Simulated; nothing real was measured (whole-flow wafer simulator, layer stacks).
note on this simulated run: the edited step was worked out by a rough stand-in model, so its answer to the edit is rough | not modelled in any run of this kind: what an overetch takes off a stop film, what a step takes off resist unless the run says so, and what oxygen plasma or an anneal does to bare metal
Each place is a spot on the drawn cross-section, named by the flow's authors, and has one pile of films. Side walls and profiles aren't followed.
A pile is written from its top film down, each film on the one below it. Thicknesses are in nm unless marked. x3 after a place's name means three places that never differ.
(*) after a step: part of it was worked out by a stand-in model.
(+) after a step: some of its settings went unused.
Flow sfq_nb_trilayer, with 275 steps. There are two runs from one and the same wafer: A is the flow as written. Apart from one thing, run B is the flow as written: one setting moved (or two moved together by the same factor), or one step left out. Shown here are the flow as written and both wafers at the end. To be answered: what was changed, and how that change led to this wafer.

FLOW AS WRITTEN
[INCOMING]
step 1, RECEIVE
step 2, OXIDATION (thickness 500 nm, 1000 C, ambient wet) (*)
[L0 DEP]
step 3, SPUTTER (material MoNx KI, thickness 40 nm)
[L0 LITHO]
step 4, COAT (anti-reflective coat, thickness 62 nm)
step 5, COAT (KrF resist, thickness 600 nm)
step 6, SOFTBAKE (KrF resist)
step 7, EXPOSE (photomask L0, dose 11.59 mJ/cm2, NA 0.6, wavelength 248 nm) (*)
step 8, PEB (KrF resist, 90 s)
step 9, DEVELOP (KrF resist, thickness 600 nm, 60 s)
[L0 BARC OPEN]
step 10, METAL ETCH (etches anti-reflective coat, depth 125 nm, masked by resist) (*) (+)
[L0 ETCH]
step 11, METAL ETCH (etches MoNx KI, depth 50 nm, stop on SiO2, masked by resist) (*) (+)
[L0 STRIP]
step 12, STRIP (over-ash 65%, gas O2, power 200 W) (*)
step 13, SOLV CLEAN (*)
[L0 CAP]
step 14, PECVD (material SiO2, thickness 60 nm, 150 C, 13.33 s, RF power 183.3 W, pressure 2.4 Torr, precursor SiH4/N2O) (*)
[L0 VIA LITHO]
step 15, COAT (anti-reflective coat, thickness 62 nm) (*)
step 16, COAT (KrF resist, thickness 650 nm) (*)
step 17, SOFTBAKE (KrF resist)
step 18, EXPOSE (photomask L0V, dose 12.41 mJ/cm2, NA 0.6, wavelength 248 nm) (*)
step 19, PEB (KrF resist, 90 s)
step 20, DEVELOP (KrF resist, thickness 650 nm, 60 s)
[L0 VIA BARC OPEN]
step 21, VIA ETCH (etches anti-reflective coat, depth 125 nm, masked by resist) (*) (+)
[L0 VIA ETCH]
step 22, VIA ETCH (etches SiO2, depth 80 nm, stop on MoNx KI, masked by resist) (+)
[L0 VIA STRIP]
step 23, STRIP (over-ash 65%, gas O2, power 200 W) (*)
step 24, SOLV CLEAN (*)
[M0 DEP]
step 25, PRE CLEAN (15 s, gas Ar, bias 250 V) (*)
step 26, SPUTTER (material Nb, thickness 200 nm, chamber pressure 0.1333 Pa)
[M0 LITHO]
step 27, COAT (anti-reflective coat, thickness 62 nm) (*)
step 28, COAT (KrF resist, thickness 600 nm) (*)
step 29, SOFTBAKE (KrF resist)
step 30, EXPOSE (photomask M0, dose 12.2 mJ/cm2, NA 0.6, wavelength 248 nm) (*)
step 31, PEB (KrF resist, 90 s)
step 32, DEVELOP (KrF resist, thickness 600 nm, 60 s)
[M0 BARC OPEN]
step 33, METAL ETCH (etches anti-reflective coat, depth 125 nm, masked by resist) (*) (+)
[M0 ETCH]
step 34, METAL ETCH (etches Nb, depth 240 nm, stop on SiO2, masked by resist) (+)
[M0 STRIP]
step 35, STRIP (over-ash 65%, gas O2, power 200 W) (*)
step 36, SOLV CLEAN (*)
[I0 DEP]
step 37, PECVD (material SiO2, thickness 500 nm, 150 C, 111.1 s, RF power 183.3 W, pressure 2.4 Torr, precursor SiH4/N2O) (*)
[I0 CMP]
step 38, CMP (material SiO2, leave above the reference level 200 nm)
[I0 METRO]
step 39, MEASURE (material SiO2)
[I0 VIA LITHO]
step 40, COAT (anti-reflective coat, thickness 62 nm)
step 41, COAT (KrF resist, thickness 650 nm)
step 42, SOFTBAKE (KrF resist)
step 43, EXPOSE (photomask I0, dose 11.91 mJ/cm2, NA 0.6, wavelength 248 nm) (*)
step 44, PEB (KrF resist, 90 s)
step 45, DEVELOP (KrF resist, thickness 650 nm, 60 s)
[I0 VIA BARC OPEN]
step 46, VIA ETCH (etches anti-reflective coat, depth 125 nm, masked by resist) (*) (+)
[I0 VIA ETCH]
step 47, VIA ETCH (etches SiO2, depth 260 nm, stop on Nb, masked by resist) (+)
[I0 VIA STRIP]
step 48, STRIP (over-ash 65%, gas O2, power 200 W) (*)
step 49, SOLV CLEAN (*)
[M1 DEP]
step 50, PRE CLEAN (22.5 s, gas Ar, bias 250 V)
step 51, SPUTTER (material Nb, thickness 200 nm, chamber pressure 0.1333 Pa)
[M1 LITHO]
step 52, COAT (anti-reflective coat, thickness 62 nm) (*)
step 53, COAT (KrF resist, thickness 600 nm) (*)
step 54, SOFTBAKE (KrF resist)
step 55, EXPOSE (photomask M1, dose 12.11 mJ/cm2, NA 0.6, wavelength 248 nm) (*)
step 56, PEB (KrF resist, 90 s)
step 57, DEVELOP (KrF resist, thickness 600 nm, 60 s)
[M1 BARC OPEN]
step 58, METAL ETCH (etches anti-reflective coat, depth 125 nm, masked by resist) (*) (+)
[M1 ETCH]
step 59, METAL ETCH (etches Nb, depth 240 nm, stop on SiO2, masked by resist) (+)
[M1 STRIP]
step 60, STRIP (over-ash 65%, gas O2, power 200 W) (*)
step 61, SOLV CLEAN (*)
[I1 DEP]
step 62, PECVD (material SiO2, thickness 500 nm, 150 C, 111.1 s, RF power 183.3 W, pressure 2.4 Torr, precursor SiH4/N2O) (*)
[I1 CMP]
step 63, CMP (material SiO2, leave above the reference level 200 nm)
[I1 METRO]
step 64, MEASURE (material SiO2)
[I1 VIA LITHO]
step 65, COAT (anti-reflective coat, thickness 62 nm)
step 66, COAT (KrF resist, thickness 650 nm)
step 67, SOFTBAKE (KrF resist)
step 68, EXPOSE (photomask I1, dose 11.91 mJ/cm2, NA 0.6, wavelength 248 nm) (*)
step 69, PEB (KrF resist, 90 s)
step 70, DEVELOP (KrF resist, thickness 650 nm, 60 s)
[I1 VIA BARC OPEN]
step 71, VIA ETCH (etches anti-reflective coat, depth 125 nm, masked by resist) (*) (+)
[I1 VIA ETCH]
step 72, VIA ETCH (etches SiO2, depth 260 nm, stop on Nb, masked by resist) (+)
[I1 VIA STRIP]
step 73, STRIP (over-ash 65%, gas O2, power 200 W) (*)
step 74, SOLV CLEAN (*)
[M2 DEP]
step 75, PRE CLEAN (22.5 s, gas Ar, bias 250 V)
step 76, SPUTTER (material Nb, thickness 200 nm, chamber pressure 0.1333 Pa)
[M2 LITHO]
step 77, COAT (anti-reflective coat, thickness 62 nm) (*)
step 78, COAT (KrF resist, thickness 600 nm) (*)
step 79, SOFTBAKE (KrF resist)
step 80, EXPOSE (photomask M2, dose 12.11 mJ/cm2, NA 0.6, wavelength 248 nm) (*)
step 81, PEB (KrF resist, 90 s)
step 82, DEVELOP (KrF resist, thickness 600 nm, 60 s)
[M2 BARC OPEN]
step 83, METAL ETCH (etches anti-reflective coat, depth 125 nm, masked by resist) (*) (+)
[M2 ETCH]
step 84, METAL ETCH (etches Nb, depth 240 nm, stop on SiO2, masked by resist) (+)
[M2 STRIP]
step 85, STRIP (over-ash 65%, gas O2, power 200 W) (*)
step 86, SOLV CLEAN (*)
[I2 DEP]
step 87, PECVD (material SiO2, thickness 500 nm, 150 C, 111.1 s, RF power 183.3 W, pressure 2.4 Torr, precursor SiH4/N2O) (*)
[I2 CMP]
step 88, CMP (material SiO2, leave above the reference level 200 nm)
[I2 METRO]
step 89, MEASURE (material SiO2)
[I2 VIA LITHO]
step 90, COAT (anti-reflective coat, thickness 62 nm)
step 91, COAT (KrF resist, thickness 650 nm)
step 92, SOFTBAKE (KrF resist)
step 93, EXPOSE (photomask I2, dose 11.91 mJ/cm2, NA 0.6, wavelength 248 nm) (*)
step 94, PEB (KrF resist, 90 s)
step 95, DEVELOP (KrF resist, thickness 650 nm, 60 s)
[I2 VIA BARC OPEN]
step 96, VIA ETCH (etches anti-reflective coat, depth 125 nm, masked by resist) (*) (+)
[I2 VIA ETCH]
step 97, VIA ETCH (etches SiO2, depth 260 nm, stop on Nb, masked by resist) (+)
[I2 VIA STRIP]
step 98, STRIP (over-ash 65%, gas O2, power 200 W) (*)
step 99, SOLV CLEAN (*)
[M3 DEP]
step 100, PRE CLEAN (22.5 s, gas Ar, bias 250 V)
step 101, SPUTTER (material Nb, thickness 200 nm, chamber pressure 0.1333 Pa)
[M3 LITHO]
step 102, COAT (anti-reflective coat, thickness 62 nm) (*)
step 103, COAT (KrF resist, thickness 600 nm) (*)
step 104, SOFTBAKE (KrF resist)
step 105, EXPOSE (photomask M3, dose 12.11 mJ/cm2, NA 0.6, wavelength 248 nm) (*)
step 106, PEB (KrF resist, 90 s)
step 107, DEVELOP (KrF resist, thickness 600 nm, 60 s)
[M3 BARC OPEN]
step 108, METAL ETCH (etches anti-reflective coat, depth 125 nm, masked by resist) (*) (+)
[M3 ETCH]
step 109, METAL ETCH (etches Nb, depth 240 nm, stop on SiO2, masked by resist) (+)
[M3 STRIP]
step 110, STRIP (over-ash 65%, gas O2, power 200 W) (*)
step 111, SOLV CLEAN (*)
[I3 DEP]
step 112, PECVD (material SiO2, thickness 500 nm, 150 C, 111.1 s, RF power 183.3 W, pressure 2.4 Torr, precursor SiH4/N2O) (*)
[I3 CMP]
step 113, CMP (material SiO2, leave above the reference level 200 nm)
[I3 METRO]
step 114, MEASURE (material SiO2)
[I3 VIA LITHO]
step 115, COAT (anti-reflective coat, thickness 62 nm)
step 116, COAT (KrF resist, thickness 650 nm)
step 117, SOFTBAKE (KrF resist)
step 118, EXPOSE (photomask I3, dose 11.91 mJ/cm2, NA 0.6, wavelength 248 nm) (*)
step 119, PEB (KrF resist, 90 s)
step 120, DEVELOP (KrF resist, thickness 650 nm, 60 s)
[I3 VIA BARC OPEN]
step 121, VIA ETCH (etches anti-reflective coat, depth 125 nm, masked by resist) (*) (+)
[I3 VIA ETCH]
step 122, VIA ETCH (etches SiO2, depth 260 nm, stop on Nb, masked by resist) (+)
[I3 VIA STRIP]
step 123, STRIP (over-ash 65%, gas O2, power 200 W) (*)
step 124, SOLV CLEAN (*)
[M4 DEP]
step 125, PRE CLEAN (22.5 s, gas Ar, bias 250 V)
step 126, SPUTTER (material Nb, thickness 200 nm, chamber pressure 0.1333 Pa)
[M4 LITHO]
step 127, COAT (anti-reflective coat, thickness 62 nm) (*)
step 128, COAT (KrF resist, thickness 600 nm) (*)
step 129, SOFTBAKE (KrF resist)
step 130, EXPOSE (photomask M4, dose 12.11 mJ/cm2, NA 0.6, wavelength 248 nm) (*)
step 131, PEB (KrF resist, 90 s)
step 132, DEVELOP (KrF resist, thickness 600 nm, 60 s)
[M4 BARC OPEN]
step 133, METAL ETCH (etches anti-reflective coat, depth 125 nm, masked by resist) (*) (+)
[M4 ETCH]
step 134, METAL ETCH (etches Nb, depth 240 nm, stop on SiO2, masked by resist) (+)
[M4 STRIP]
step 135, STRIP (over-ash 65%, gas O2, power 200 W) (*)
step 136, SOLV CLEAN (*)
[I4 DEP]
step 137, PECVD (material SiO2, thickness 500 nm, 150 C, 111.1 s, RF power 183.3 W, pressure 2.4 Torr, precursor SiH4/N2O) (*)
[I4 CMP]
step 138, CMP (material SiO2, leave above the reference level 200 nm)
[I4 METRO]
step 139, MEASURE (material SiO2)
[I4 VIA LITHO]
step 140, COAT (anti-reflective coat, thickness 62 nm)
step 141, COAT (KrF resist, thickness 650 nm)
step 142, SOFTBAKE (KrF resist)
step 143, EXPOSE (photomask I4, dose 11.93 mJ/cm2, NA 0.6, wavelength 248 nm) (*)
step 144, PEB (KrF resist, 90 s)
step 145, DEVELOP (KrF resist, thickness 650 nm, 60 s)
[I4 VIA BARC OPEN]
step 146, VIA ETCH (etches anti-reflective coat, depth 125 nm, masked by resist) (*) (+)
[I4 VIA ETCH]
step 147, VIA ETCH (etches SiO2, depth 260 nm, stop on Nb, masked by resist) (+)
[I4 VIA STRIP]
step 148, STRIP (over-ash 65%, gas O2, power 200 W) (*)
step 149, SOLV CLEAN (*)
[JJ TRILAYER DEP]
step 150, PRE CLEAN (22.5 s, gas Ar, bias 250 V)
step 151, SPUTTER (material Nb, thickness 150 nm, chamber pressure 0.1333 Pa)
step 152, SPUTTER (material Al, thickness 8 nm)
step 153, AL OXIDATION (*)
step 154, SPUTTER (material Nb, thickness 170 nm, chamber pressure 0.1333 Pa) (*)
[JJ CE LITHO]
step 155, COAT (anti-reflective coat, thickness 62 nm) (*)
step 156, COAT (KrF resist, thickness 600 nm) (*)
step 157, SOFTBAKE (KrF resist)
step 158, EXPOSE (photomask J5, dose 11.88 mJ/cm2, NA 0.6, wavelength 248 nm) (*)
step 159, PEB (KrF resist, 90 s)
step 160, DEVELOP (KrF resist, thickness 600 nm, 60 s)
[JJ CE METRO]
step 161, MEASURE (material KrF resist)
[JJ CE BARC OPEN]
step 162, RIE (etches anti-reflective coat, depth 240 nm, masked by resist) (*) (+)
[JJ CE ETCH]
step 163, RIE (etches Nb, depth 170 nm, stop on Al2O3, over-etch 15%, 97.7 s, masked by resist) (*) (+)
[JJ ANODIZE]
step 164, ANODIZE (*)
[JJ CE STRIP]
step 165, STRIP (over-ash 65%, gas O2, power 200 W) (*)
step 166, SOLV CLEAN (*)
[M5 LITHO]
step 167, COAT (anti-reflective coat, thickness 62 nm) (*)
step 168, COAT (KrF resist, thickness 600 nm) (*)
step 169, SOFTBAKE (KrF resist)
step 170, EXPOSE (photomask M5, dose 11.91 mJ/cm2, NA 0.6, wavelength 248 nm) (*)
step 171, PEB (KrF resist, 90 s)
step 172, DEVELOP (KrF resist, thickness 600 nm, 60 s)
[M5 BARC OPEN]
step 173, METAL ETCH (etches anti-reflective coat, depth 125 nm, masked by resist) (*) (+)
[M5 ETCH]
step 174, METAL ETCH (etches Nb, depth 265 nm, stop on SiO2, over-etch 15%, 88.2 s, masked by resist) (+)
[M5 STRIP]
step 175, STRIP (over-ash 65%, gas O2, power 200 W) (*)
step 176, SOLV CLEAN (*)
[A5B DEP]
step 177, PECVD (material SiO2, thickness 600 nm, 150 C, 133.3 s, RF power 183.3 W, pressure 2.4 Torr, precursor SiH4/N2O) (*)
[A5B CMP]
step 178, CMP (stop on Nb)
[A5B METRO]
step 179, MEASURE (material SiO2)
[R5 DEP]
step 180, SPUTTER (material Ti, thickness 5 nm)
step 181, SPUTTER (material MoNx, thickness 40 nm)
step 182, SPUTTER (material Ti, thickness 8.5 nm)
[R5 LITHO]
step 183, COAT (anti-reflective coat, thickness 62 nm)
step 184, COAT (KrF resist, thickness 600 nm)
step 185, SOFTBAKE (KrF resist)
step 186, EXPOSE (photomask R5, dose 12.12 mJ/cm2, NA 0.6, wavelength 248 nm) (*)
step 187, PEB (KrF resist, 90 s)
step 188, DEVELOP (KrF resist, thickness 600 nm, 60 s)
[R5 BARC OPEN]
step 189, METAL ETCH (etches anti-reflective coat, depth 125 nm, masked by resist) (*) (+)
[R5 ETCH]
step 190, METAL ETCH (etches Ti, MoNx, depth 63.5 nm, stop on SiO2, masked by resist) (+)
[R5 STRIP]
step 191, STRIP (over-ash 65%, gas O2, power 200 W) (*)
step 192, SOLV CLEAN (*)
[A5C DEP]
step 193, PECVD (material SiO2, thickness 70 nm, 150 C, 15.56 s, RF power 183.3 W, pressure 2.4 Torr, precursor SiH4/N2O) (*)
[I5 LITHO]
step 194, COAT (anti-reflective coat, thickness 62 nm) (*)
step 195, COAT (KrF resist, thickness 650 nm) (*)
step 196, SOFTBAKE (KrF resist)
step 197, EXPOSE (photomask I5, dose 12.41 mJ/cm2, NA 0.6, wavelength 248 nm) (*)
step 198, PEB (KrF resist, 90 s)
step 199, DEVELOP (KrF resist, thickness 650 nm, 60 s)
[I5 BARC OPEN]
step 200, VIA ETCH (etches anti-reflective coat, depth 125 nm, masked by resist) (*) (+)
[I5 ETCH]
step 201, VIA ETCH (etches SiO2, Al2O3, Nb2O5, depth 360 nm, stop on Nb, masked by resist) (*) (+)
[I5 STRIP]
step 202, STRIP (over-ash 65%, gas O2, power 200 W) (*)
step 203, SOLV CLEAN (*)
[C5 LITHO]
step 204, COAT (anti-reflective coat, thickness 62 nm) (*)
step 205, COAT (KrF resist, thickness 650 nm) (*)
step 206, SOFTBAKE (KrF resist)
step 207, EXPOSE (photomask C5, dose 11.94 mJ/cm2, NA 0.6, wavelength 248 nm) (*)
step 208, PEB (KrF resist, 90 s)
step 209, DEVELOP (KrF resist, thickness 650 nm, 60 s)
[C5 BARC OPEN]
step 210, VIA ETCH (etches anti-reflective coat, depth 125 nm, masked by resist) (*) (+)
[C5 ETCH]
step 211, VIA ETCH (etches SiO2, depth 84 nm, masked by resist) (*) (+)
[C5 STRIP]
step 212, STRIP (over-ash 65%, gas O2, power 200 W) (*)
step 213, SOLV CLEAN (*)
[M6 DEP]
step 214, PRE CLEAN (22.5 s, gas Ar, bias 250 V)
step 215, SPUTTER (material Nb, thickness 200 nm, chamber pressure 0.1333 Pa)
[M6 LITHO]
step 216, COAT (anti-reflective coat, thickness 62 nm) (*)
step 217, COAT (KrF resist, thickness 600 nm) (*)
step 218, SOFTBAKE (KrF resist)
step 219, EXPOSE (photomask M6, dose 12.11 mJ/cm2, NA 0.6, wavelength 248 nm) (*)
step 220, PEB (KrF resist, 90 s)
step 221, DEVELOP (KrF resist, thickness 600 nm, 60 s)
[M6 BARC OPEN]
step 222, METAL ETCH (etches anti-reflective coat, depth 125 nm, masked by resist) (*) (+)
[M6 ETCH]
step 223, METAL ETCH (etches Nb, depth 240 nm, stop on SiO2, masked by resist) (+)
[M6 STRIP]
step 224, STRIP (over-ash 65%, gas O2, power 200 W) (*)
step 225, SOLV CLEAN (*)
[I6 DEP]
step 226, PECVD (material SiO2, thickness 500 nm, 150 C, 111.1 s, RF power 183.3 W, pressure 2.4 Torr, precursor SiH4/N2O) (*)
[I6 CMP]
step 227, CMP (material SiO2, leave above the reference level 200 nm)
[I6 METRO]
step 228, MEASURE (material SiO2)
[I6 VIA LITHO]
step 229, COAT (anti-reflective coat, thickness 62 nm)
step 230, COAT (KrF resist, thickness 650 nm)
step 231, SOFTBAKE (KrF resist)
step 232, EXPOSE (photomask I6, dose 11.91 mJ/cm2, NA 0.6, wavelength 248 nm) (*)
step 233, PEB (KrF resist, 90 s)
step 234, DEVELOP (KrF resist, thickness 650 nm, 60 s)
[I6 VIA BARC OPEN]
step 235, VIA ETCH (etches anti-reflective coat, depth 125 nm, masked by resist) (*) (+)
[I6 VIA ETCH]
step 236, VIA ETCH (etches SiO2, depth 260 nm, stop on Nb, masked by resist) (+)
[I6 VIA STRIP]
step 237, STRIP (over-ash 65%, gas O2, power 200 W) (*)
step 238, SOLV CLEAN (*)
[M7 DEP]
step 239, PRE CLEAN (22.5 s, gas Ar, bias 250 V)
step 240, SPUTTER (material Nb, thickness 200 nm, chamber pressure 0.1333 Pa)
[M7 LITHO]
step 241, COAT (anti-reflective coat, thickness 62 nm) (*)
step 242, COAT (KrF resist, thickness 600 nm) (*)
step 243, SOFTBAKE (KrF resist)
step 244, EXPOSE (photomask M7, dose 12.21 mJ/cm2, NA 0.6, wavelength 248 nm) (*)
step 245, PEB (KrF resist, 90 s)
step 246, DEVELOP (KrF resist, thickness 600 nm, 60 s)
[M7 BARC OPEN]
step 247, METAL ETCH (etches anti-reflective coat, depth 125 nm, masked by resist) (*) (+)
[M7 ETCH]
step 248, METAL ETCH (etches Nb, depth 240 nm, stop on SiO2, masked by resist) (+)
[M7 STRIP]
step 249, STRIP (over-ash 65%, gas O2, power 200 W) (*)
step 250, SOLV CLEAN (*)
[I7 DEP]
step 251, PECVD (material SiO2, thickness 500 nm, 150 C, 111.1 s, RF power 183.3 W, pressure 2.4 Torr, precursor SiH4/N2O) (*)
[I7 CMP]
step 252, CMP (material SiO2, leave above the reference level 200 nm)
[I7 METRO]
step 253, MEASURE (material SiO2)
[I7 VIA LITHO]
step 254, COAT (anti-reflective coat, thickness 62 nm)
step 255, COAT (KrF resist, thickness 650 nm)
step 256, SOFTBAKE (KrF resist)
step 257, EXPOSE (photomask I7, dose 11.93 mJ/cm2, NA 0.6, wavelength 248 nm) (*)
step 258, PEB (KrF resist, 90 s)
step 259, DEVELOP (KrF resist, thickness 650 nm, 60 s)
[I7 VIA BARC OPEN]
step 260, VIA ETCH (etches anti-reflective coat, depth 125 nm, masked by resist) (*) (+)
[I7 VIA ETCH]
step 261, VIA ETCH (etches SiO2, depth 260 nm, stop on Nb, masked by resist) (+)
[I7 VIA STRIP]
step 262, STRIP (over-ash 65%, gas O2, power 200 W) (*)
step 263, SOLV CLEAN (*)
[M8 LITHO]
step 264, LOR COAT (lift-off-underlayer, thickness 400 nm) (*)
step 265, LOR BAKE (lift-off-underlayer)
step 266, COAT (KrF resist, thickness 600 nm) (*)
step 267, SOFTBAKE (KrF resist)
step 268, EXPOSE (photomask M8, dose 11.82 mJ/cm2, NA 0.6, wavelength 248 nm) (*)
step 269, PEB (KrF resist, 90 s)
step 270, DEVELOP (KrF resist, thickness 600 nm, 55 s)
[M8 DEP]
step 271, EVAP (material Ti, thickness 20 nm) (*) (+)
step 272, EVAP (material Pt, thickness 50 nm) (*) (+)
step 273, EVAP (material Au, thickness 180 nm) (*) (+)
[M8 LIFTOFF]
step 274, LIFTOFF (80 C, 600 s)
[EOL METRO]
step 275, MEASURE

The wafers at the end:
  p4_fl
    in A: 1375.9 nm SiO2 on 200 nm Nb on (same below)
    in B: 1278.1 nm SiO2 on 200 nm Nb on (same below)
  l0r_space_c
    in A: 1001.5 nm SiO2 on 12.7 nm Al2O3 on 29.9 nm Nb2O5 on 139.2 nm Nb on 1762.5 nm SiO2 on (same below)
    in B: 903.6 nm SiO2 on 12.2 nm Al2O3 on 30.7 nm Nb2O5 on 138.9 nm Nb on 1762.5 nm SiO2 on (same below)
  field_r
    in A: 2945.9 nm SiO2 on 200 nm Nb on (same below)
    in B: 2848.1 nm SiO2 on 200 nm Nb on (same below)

The reason: step 154, SPUTTER: thickness 72.2 nm was run, though the flow has thickness 170 nm.

The path from the change to this, step by step:
  step 154, SPUTTER (material Nb, thickness 170 nm, chamber pressure 0.1333 Pa) (*)
      field_l, v_sur, via_sp and 100 more: A +170 Nb (new film) | B +72.2 Nb (new film)
      via_wl, via_wr: A +140.7 Nb (new film) | B +44.1 Nb (new film)
      (also at 1 further place)
  step 155, COAT (anti-reflective coat, thickness 62 nm) (*)
      via_wl, via_wr: A +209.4 anti-reflective coat (new film) | B +219.3 anti-reflective coat (new film)
  step 156, COAT (KrF resist, thickness 600 nm) (*)
      via_w: A +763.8 KrF resist (new film) | B +747.9 KrF resist (new film)
  step 160, DEVELOP (KrF resist, thickness 600 nm, 60 s)
      via_w: A -762.1 KrF resist (all of it) | B -746.3 KrF resist (all of it)
  step 162, RIE (etches anti-reflective coat, depth 240 nm, masked by resist) (*) (+)
      ce_l, c5j, ce_r, wl_jj: A -209.4 KrF resist | B -219.3 KrF resist
      via_wl, via_wr: A -209.4 anti-reflective coat (all of it) | B -219.3 anti-reflective coat (all of it)
  step 163, RIE (etches Nb, depth 170 nm, stop on Al2O3, over-etch 15%, 97.7 s, masked by resist) (*) (+)
      field_l, v_sur, via_sp and 96 more: A -170 Nb (all of it), -0.51 Al2O3 | B -72.2 Nb (all of it), -0.96 Al2O3 (all of it)
      via_wl, via_wr: A -140.7 Nb (all of it), -0.96 Al2O3 (all of it) | B -44.1 Nb (all of it), -0.96 Al2O3 (all of it)
      (also at 1 further place)
  step 164, ANODIZE (*)
      field_l, v_sur, via_sp and 96 more: A +12.2 Al2O3, +29.9 Nb2O5 (new film), -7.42 Al (all of it), -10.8 Nb | B +12.2 Al2O3 (new film), +30.7 Nb2O5 (new film), -7.42 Al (all of it), -11.1 Nb
  step 165, STRIP (over-ash 65%, gas O2, power 200 W) (*)
      ce_l: A -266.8 KrF resist (all of it), -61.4 anti-reflective coat (all of it) | B -257 KrF resist (all of it), -61.5 anti-reflective coat (all of it)
      c5j: A -266.9 KrF resist (all of it), -61.5 anti-reflective coat (all of it) | B -257 KrF resist (all of it), -61.5 anti-reflective coat (all of it)
      (also at 2 further places)
  step 167, COAT (anti-reflective coat, thickness 62 nm) (*)
      wl_j_sl, wl_j_sr: A +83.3 anti-reflective coat (new film) | B +70.5 anti-reflective coat (new film)
      gap: A +58.9 anti-reflective coat (new film) | B +61.4 anti-reflective coat (new film)
      (also at 8 further places)
  step 168, COAT (KrF resist, thickness 600 nm) (*)
      ce_l: A +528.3 KrF resist (new film) | B +579.8 KrF resist (new film)
      c5j: A +507.6 KrF resist (new film) | B +570.1 KrF resist (new film)
      (also at 2 further places)
  step 173, METAL ETCH (etches anti-reflective coat, depth 125 nm, masked by resist) (*) (+)
      wl_a_sl: A -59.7 anti-reflective coat (all of it), -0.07 Al2O3 | B -62.1 anti-reflective coat (all of it)
  step 174, METAL ETCH (etches Nb, depth 265 nm, stop on SiO2, over-etch 15%, 88.2 s, masked by resist) (+)
      field_l, r_sur, res and 50 more: A -12.6 Al2O3 (all of it), -29.9 Nb2O5 (all of it), -139.2 Nb (all of it), -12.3 SiO2 | B -12.2 Al2O3 (all of it), -30.7 Nb2O5 (all of it), -138.9 Nb (all of it), -12.3 SiO2
  step 175, STRIP (over-ash 65%, gas O2, power 200 W) (*)
      wl_j_sl, wl_j_sr: A -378 KrF resist (all of it), -83.3 anti-reflective coat (all of it) | B -371.4 KrF resist (all of it), -70.5 anti-reflective coat (all of it)
      gap: A -383.4 KrF resist (all of it), -58.9 anti-reflective coat (all of it) | B -372.7 KrF resist (all of it), -61.4 anti-reflective coat (all of it)
      (also at 7 further places)
  step 178, CMP (stop on Nb)
      v_sur, via_sp, via_v and 43 more: A -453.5 SiO2 | B -551.4 SiO2
      field_l, p4_fl, p4_fm and 39 more: A -259.3 SiO2 | B -357.1 SiO2
      (also at 14 further places)
  step 201, VIA ETCH (etches SiO2, Al2O3, Nb2O5, depth 360 nm, stop on Nb, masked by resist) (*) (+)
      be: A -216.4 SiO2 (all of it), -12.7 Al2O3 (all of it), -29.9 Nb2O5 (all of it) | B -118.5 SiO2 (all of it), -12.2 Al2O3 (all of it), -30.7 Nb2O5 (all of it)
  step 204, COAT (anti-reflective coat, thickness 62 nm) (*)
      wire: A +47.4 anti-reflective coat (new film) | B +50.3 anti-reflective coat (new film)
      be: A +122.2 anti-reflective coat (new film) | B +107.8 anti-reflective coat (new film)
      (also at 1 further place)
  ... another 7 steps ...
  step 227, CMP (material SiO2, leave above the reference level 200 nm)
      be: A -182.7 SiO2 | B -157.1 SiO2
